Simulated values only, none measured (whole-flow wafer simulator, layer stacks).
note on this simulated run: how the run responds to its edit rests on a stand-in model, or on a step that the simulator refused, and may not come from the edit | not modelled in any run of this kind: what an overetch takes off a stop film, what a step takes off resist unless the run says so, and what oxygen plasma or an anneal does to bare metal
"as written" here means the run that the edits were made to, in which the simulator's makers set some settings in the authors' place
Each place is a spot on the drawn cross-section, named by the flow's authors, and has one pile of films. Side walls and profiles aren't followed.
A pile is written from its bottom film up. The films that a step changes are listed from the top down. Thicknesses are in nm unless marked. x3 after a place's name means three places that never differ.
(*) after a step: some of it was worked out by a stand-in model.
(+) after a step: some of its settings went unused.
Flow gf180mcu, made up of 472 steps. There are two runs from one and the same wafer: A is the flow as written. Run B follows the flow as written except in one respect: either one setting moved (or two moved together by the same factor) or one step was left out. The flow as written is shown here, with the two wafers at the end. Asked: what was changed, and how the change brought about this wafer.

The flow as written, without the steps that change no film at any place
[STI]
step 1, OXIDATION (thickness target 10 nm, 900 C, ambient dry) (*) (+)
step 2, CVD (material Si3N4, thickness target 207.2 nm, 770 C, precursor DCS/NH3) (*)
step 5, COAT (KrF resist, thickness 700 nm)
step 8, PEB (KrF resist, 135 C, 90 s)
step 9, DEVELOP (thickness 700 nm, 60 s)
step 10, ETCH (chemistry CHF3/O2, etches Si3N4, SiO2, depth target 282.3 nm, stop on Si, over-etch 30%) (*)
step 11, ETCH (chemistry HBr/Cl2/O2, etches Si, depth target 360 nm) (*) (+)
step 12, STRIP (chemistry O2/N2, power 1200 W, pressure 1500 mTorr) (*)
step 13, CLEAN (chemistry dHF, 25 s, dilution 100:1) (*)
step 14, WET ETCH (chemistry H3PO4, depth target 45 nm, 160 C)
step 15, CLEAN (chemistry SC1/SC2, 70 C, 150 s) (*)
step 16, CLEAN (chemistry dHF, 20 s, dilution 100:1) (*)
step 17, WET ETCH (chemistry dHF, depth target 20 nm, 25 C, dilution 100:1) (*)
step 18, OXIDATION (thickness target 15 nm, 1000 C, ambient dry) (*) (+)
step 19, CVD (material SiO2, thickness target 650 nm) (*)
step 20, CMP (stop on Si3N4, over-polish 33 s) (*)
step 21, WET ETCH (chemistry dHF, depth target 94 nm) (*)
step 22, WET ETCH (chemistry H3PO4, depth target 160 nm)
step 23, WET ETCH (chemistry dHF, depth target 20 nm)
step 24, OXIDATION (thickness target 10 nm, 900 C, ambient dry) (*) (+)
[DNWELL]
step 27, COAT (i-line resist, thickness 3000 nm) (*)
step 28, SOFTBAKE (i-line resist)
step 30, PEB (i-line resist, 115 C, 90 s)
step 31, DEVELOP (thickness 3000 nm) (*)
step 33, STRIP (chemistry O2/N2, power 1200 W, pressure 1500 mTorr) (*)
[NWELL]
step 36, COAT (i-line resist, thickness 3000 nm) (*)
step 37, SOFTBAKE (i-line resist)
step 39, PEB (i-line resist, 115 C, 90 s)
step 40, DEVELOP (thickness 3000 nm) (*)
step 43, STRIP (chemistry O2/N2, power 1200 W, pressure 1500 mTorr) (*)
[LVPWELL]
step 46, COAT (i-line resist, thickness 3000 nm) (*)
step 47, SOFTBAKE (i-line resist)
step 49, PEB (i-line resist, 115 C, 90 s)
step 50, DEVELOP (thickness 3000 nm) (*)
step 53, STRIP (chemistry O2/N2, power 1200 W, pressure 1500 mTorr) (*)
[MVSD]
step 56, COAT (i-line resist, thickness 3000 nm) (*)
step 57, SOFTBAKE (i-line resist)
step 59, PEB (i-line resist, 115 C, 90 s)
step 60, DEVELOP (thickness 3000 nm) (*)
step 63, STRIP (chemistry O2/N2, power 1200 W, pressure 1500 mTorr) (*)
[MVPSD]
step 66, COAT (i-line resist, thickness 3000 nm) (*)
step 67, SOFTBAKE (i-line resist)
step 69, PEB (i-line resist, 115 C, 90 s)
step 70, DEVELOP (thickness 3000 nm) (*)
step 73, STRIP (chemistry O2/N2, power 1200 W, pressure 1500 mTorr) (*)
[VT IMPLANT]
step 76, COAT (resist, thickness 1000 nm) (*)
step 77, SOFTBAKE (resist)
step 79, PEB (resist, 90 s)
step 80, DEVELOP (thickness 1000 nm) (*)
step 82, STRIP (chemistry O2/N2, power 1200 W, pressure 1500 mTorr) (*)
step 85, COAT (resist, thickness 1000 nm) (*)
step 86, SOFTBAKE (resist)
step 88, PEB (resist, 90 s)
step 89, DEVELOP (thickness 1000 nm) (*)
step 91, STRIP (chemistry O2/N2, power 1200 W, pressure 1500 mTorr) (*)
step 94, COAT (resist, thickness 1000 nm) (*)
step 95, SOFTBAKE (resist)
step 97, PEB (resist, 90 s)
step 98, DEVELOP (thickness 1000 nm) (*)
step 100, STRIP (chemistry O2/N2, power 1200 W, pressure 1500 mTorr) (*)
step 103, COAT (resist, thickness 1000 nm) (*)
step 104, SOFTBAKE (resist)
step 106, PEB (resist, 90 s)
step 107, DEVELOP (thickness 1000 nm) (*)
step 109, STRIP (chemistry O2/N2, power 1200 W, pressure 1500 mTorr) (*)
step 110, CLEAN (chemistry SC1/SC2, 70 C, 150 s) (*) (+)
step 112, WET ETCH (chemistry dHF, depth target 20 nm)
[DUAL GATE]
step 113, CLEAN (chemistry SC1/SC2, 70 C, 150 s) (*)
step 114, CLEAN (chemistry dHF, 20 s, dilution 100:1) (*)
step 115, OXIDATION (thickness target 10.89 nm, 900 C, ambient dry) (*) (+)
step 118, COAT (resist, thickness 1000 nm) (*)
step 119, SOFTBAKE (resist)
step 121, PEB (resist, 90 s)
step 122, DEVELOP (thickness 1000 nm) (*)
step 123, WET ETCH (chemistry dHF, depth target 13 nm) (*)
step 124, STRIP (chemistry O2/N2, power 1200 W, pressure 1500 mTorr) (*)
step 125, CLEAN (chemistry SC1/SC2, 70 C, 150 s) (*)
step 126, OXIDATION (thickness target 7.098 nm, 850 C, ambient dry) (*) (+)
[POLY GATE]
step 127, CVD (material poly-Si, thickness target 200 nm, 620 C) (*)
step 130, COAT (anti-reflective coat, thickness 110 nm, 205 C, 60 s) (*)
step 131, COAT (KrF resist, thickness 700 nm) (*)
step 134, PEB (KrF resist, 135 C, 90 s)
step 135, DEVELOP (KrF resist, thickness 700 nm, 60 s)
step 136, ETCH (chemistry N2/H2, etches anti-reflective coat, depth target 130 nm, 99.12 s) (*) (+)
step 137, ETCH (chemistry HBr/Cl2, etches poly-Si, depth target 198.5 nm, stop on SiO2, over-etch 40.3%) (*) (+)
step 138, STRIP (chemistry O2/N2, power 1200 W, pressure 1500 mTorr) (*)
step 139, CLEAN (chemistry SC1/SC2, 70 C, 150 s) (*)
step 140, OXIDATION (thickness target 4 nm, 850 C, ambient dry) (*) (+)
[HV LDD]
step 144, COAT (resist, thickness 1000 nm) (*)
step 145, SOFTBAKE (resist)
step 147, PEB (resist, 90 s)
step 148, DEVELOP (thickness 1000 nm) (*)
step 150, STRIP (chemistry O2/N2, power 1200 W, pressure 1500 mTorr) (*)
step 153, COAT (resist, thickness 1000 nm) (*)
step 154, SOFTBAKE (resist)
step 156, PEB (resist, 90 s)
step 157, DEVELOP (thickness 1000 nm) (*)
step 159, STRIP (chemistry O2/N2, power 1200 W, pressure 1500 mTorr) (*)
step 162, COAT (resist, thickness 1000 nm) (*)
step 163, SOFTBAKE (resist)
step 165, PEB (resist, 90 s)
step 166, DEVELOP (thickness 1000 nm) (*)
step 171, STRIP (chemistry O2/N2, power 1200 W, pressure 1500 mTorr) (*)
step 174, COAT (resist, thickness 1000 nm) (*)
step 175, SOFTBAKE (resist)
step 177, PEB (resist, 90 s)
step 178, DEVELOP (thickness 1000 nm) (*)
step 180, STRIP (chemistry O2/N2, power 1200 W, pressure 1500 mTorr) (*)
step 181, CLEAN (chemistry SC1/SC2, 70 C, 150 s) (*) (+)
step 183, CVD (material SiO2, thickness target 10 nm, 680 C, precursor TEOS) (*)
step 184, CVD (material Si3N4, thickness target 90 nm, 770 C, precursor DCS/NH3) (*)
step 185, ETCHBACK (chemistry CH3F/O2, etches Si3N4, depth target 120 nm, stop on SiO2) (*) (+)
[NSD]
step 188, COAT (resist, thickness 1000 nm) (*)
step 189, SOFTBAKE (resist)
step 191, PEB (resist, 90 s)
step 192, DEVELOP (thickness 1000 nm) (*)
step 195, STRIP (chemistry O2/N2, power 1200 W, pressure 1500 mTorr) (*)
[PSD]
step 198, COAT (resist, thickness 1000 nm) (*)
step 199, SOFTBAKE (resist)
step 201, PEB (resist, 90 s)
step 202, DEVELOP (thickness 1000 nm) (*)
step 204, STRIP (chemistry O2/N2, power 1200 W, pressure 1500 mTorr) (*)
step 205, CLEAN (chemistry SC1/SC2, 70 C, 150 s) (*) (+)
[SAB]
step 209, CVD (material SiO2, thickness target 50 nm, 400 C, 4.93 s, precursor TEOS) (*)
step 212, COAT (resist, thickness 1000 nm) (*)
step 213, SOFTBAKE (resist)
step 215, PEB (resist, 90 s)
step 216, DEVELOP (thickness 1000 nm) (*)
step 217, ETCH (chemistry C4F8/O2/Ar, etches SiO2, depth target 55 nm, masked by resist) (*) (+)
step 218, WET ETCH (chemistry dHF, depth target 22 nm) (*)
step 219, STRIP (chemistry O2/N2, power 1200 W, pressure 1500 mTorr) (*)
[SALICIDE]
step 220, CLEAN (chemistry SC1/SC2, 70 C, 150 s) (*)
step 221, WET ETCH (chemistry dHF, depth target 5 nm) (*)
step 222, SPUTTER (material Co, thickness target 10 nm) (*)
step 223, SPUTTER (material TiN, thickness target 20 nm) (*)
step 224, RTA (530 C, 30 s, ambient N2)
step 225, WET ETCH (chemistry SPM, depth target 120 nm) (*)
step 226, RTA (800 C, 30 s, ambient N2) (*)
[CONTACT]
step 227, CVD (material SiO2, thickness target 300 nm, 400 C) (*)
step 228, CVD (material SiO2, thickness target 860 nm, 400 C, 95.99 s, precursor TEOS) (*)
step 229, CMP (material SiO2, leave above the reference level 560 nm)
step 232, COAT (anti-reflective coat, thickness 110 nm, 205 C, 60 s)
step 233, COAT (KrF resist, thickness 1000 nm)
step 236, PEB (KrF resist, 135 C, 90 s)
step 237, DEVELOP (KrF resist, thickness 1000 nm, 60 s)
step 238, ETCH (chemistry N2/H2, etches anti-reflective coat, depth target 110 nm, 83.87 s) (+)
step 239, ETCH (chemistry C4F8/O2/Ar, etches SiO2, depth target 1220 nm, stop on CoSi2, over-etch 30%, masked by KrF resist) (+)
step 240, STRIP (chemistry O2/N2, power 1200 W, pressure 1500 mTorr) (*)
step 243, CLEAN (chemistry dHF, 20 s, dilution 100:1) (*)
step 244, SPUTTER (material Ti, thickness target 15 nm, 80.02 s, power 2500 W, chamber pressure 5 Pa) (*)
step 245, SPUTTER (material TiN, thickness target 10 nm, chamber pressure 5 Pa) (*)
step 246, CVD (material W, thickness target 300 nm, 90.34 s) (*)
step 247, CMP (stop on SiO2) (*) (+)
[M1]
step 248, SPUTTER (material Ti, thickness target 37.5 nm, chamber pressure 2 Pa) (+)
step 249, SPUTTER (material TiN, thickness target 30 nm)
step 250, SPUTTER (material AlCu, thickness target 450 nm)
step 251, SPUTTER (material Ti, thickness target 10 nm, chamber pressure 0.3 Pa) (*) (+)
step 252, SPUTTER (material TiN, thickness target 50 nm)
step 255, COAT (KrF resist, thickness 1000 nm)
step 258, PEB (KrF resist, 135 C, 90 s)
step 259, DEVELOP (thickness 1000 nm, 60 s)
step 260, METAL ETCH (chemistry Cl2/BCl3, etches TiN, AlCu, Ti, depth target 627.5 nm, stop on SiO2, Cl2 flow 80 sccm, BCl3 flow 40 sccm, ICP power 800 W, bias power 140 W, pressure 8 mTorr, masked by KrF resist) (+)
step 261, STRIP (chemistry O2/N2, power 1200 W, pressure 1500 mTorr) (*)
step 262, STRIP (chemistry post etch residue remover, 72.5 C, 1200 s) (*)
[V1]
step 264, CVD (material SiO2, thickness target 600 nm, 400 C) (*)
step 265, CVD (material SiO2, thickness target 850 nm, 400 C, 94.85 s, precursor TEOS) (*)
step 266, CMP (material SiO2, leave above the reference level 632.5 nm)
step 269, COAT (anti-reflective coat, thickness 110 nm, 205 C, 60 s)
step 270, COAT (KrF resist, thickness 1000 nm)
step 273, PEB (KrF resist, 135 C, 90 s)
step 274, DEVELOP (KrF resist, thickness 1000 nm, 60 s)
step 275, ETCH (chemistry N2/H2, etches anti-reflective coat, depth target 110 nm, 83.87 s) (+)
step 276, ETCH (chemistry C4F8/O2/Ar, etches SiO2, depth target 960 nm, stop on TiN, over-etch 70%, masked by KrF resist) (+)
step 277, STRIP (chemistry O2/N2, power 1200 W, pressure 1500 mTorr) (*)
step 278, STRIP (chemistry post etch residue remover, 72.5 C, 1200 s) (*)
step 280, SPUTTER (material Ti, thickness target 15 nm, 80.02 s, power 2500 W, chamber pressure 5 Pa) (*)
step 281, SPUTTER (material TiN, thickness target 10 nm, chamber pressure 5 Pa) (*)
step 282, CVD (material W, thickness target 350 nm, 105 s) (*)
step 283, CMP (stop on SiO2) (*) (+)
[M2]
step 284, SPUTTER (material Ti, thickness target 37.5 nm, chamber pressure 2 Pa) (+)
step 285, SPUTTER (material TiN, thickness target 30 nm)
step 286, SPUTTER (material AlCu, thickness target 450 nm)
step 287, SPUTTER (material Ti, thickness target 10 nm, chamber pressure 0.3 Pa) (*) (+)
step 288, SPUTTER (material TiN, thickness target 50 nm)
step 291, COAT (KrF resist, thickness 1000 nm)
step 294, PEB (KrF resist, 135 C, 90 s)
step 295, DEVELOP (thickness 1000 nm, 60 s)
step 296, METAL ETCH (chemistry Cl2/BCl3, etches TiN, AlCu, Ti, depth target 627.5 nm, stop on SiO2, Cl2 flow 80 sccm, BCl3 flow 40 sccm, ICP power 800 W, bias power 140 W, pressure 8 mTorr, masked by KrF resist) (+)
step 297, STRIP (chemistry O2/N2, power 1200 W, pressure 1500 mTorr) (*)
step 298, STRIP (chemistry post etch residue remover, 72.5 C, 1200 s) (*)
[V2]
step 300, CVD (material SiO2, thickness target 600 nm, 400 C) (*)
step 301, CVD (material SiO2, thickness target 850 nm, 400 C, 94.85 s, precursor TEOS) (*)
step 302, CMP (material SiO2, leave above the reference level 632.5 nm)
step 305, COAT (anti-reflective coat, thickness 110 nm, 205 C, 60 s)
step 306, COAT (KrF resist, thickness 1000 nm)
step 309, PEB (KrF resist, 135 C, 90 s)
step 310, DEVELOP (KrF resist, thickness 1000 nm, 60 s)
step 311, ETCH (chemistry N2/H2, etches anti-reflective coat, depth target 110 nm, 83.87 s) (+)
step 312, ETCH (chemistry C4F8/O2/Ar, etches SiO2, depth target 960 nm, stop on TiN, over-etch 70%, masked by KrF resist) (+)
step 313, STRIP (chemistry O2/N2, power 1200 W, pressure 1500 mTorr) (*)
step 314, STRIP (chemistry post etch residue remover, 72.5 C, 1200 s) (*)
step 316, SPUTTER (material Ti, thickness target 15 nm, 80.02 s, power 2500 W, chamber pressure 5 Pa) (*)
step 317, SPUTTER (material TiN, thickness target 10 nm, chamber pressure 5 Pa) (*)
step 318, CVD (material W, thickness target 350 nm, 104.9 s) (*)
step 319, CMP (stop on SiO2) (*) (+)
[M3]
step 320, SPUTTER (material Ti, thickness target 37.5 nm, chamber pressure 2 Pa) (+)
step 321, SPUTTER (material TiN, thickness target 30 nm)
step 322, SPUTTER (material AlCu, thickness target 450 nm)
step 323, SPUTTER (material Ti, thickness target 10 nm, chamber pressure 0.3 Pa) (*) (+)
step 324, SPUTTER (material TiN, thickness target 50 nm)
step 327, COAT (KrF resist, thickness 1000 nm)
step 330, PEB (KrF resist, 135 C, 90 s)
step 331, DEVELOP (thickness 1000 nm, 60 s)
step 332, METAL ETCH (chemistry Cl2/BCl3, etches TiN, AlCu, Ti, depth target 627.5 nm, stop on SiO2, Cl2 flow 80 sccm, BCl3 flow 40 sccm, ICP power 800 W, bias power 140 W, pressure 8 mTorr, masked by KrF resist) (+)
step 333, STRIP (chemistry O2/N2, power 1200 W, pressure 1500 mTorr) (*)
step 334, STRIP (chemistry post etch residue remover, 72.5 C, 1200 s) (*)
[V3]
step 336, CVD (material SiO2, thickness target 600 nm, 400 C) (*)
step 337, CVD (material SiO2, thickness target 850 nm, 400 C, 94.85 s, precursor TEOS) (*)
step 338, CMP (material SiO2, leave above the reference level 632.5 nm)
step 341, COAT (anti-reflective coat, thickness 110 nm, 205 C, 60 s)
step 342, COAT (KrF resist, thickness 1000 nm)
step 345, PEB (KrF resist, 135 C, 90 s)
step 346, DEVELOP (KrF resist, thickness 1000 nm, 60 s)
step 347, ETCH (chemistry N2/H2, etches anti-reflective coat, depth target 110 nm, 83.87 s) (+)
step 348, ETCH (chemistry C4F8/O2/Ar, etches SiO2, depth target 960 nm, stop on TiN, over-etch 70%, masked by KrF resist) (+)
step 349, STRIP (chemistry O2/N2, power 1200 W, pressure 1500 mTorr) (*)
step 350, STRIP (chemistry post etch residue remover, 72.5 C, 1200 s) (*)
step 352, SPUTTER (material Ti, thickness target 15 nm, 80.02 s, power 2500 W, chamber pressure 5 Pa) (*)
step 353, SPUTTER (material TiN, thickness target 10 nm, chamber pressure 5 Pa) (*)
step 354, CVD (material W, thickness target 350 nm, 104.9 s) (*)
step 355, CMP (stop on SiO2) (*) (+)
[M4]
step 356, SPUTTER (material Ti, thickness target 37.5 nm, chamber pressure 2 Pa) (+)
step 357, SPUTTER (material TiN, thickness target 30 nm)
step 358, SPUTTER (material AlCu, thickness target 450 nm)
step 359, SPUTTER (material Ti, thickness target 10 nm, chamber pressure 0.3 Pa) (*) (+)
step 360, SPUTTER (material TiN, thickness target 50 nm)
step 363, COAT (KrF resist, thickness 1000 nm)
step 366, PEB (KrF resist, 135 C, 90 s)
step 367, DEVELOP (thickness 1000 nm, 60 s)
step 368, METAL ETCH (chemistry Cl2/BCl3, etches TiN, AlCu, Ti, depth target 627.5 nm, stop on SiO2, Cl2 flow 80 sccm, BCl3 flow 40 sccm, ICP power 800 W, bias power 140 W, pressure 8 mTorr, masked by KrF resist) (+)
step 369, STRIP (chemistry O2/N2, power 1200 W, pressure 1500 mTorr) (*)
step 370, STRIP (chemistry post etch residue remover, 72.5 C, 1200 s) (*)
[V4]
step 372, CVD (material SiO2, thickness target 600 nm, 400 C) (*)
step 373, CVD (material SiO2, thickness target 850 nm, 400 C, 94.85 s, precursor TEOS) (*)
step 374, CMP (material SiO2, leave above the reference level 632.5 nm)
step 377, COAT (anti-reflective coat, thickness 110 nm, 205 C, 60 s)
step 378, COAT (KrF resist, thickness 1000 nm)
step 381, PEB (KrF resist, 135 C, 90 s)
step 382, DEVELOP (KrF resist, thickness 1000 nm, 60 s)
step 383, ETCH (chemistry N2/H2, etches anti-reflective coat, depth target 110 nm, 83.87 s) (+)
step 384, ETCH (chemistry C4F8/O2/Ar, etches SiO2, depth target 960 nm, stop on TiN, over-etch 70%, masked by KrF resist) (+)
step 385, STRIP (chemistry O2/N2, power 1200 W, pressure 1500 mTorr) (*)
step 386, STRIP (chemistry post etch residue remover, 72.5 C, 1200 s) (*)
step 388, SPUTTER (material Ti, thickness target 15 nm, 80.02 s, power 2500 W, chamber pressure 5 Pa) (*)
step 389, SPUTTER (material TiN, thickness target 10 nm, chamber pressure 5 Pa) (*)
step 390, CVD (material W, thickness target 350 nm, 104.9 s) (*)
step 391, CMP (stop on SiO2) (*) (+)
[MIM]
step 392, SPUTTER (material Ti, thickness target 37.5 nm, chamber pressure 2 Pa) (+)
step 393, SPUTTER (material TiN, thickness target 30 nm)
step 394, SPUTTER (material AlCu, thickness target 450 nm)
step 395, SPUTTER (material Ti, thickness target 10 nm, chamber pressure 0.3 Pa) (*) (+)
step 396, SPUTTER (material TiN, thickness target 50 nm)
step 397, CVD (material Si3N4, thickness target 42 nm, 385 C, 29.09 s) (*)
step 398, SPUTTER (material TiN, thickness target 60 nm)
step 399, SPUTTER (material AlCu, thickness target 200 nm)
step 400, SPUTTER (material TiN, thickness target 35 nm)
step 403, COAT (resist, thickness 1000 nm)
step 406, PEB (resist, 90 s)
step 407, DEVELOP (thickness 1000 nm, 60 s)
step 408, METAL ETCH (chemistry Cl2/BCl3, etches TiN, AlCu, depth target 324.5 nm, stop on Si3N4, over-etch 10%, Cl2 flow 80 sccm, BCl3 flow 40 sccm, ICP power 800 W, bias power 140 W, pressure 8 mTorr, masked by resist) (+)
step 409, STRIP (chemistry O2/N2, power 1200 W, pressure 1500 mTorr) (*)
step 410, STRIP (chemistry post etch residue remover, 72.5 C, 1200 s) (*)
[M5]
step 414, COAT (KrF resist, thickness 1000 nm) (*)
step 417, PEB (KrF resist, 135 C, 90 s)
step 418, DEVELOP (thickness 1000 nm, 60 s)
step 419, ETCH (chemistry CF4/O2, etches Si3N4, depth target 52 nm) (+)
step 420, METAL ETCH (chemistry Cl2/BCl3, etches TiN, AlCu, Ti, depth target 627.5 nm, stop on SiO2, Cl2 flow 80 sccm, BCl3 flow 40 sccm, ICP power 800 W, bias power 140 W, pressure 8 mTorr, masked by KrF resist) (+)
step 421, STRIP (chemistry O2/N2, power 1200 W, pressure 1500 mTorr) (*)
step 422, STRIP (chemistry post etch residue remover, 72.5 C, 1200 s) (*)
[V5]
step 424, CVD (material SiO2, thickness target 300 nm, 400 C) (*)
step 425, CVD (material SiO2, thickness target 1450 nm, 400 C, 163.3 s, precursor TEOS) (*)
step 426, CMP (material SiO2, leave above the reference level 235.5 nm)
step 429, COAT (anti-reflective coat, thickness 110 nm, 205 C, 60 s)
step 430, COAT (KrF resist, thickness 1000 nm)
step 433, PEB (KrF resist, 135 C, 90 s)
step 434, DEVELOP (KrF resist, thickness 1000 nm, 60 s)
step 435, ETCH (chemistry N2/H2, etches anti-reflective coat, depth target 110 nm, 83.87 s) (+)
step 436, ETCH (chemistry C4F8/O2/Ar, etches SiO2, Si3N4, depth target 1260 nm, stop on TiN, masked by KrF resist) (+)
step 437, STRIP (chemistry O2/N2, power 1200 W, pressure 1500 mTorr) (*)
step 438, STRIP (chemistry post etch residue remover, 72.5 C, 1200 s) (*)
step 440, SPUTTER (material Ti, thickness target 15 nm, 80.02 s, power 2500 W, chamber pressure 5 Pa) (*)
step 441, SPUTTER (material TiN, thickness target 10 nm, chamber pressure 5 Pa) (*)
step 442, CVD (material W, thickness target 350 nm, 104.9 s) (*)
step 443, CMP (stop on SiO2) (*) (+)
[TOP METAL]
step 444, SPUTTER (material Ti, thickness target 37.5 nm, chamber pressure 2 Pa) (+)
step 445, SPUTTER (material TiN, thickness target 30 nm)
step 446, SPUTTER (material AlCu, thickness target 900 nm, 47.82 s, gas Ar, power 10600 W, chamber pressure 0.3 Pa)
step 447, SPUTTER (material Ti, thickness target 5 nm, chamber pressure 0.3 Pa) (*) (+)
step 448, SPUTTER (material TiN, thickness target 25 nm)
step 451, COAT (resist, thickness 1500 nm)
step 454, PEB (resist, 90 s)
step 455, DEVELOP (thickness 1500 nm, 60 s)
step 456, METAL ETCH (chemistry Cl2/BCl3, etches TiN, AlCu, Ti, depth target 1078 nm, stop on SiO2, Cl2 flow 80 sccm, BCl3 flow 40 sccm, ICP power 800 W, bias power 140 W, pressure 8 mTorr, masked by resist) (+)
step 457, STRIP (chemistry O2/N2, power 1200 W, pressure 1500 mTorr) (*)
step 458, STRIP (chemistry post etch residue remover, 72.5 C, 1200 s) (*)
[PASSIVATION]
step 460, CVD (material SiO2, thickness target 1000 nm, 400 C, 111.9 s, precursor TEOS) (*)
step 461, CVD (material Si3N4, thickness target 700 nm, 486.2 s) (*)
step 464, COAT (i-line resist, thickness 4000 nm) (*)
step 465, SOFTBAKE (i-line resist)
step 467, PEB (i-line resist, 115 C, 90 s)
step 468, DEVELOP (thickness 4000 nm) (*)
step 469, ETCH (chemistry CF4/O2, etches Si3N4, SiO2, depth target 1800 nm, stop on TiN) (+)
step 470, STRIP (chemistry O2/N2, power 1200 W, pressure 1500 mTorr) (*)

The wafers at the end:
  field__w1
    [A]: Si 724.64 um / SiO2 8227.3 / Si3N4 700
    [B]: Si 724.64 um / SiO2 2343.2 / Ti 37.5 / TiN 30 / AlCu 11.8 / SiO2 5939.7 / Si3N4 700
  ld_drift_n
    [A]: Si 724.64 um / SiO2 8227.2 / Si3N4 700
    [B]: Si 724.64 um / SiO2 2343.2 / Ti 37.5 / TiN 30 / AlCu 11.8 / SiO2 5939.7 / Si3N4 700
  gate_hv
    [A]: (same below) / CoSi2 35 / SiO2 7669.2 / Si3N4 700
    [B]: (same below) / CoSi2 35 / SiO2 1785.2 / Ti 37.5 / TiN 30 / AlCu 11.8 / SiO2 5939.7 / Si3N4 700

What caused this: step 286, SPUTTER: thickness target 585 nm was run, though the flow has thickness target 450 nm.

How this came from the change, step by step:
  step 286, SPUTTER (material AlCu, thickness target 450 nm)
      field, field__w1, field__w2 and 108 more: A +450 AlCu (new film) | B +585 AlCu (new film)
  step 296, METAL ETCH (chemistry Cl2/BCl3, etches TiN, AlCu, Ti, depth target 627.5 nm, stop on SiO2, Cl2 flow 80 sccm, BCl3 flow 40 sccm, ICP power 800 W, bias power 140 W, pressure 8 mTorr, masked by KrF resist) (+)
      field, field__w1, field__w2 and 103 more: A -50 TiN (all of it), -10 Ti (all of it), -450 AlCu (all of it), -30 TiN (all of it), -37.5 Ti (all of it) | B -50 TiN (all of it), -10 Ti (all of it), -567.5 AlCu
  step 298, STRIP (chemistry post etch residue remover, 72.5 C, 1200 s) (*)
      field, field__w1, field__w2 and 103 more: A nothing | B -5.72 AlCu
  step 300, CVD (material SiO2, thickness target 600 nm, 400 C) (*)
      field, field__w1, field__w2 and 103 more: A +600 SiO2 | B +600 SiO2 (new film)
  step 302, CMP (material SiO2, leave above the reference level 632.5 nm)
      field, field__w1, field__w2 and 103 more: A -300 SiO2 | B -244.3 SiO2
With metal films that touch counted as one body, field__w1 has 1 body; the flow as written gives 0 bodies.
With metal films that touch counted as one body, ld_drift_n has 1 body; the flow as written gives 0 bodies.
With metal films that touch counted as one body, gate_hv has 2 bodies (between them, from the top down: SiO2 1785.2); the flow as written gives 1 body.
